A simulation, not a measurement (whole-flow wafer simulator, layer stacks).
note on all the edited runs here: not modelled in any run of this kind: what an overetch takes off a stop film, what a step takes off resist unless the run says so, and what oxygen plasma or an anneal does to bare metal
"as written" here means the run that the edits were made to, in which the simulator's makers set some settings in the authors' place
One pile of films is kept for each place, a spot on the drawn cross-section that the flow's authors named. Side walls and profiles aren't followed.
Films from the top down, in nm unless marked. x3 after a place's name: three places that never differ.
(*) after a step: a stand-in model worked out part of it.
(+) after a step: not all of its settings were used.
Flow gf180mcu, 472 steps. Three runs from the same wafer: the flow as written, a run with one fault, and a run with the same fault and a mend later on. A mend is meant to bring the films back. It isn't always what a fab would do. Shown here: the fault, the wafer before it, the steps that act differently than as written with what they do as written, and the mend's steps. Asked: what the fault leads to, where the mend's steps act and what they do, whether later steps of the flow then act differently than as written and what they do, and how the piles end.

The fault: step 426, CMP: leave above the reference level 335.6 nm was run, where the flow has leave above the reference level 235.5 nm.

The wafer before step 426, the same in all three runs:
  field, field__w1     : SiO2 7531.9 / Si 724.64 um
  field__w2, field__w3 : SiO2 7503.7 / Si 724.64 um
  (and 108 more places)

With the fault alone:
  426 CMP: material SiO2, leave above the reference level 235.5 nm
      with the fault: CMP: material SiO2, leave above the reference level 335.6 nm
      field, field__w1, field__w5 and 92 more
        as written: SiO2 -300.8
        with the fault: SiO2 -200.7
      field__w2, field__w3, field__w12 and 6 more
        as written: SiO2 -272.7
        with the fault: SiO2 -172.6
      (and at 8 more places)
  Later steps of the flow that act differently than as written (2 more steps differ only slightly, by at most 2% or 0.5 nm, whichever is larger, and aren't shown):
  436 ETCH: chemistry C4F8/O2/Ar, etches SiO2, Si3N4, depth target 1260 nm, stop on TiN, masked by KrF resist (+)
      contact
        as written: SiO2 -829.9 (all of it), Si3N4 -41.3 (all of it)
        with the fault: SiO2 -930 (all of it), Si3N4 -41.3 (all of it)
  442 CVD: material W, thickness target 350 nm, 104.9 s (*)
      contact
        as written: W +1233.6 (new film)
        with the fault: W +1334.4 (new film)
  At the end the piles differ from the flow's by more than 2% or 0.5 nm, whichever is larger, at field__w4, field__w8, contact, m1, m1__w1, mim, mim_1p0, m1_nw.
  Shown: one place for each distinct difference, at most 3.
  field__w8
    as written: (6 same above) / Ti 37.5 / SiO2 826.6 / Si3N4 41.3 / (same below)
    with the fault: (6 same above) / Ti 37.5 / SiO2 926.7 / Si3N4 41.3 / (same below)
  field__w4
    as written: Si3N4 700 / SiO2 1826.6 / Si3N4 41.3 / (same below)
    with the fault: Si3N4 700 / SiO2 1926.7 / Si3N4 41.3 / (same below)
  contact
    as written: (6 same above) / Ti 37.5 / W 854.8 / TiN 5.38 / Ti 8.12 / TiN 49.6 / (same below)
    with the fault: (6 same above) / Ti 37.5 / W 955.6 / TiN 5.08 / Ti 7.67 / TiN 49.6 / (same below)

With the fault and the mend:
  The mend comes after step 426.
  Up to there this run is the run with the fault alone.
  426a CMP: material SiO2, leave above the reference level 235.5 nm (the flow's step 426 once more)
      field, field__w1, field__w2 and 109 more
        SiO2 -100.1
  No later step of the flow acts differently than as written at any place that is followed.
  At the end the piles are the same as the flow's at every place that both follow.
